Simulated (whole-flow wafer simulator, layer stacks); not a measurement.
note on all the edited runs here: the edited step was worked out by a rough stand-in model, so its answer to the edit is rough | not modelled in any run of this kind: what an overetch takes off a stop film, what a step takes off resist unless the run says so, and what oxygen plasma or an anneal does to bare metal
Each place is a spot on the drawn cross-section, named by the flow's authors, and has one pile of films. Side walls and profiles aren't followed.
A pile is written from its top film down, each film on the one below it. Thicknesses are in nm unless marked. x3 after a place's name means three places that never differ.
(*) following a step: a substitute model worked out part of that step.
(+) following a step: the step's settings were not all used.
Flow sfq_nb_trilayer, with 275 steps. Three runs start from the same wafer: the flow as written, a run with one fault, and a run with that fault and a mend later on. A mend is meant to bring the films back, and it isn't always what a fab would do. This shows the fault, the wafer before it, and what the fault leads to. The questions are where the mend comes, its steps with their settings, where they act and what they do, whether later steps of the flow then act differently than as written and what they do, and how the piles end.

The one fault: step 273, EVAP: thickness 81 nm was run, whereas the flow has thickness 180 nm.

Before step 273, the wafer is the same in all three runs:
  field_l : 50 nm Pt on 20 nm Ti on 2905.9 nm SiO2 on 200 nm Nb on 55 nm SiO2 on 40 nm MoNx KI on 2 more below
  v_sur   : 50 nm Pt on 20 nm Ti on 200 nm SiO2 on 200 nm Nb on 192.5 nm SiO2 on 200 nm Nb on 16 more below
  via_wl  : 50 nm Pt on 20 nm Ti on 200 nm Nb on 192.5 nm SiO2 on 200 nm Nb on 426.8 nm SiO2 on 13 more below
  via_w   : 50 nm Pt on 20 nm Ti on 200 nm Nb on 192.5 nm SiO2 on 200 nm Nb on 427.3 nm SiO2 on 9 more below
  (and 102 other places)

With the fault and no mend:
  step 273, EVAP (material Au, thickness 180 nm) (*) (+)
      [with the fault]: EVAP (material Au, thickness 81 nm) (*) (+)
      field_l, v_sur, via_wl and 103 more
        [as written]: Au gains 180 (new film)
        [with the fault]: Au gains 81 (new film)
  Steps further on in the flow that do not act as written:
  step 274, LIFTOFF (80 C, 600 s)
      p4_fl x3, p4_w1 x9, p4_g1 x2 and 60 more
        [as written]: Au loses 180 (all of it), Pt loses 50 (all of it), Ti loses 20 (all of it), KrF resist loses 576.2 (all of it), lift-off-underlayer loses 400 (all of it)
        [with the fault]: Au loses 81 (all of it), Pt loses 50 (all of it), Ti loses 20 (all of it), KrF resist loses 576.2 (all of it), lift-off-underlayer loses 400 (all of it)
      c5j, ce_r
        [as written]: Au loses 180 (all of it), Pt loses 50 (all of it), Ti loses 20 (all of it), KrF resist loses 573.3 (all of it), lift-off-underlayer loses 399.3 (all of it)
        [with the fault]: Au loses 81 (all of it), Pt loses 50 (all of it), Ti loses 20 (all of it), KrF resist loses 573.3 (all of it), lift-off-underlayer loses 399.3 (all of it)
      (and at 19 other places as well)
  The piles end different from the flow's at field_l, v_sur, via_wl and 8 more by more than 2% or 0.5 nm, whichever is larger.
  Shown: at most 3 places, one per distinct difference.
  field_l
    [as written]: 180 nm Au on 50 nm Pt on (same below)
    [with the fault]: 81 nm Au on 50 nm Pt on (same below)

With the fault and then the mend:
  The mend stands after step 273.
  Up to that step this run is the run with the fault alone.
  step 273a, EVAP (material Au, thickness 99 nm) (*) (+) (the flow's step 273 again, with other settings)
      field_l, v_sur, via_wl and 103 more
        Au gains 99
  Later steps of the flow that are run all act as written at every place that is followed.
  By the end, the piles equal the flow's at every place that both follow.
